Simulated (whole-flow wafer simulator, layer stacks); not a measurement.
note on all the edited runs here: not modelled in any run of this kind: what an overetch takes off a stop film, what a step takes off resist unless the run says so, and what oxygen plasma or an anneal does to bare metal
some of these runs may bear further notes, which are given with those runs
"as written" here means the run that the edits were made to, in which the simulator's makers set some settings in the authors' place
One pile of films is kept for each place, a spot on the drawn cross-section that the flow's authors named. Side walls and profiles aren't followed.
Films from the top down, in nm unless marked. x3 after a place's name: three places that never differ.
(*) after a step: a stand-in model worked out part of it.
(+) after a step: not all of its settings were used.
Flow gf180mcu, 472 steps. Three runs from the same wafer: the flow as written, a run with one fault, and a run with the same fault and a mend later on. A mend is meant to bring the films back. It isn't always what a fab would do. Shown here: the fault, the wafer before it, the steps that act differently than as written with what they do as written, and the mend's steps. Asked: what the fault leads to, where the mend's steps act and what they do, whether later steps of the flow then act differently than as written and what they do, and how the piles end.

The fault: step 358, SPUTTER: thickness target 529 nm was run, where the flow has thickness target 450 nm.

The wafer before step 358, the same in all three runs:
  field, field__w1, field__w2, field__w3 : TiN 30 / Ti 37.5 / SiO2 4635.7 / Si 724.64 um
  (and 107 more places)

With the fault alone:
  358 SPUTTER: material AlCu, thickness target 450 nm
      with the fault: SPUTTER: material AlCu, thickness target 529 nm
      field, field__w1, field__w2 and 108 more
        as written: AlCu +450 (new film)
        with the fault: AlCu +529 (new film)
  Later steps of the flow that act differently than as written:
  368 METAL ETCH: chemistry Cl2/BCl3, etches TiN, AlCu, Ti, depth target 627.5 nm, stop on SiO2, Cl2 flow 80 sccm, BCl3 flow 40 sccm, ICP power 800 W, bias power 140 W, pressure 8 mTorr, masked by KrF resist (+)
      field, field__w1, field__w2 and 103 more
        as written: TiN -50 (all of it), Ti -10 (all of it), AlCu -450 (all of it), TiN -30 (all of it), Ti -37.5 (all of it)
        with the fault: TiN -50 (all of it), Ti -10 (all of it), AlCu -529 (all of it), TiN -30 (all of it), Ti -8.5
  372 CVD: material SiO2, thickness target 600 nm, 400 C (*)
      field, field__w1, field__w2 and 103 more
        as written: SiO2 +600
        with the fault: SiO2 +600 (new film)
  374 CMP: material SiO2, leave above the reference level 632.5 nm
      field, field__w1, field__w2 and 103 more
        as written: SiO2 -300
        with the fault: SiO2 -250
  At the end the piles differ from the flow's by more than 2% or 0.5 nm, whichever is larger, at field, field__w1, field__w2 and 109 more.
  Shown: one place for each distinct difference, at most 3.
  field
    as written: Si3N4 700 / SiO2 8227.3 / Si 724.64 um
    with the fault: Si3N4 700 / SiO2 3641.6 / Ti 29 / SiO2 4635.7 / Si 724.64 um
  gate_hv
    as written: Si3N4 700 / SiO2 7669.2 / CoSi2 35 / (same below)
    with the fault: Si3N4 700 / SiO2 3641.6 / Ti 29 / SiO2 4077.6 / CoSi2 35 / (same below)
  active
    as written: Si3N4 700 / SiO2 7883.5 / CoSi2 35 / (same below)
    with the fault: Si3N4 700 / SiO2 3641.6 / Ti 29 / SiO2 4291.9 / CoSi2 35 / (same below)

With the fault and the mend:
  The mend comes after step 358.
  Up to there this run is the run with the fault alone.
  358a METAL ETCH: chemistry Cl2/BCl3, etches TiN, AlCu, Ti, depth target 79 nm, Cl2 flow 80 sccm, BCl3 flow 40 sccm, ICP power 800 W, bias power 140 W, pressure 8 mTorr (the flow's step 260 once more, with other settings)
      field, field__w1, field__w2 and 108 more
        AlCu -79
  No later step of the flow acts differently than as written at any place that is followed.
  At the end the piles are the same as the flow's at every place that both follow.
